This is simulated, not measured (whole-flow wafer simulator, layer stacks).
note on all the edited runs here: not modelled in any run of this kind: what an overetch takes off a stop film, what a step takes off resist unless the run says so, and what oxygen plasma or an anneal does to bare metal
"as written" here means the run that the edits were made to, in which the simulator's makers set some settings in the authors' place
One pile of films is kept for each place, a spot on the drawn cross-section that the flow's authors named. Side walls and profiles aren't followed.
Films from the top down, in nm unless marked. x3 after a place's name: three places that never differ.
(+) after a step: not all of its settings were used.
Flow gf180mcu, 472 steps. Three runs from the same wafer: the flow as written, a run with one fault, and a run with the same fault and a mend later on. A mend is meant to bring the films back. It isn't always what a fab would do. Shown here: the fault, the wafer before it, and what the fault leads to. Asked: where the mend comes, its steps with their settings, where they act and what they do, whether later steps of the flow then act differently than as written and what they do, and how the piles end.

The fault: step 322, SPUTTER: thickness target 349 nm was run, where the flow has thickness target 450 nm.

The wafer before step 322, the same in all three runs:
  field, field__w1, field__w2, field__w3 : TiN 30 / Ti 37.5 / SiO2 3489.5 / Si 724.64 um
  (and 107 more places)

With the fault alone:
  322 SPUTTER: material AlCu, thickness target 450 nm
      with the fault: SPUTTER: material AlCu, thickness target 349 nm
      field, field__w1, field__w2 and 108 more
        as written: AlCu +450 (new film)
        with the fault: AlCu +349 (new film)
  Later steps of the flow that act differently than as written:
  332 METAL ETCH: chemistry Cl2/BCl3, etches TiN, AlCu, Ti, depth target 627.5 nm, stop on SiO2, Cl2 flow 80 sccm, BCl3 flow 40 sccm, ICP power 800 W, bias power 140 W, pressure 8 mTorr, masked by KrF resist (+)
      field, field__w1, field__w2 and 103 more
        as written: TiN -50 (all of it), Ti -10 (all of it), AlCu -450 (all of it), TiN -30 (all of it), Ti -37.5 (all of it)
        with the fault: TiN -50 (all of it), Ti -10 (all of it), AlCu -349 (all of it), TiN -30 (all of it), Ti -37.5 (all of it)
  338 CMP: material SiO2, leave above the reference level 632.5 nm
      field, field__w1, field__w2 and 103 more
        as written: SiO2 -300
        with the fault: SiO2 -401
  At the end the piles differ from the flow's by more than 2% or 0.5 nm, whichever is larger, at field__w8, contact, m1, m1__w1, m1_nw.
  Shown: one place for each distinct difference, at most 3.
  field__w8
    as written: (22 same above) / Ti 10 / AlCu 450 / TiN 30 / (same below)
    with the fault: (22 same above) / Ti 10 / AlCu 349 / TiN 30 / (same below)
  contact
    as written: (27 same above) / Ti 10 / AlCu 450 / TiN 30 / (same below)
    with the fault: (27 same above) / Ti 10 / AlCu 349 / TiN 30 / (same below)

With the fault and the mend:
  The mend comes after step 322.
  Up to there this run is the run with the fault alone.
  322a SPUTTER: material AlCu, thickness target 101 nm (the flow's step 322 once more, with other settings)
      field, field__w1, field__w2 and 108 more
        AlCu +101
  No later step of the flow acts differently than as written at any place that is followed.
  At the end the piles are the same as the flow's at every place that both follow.
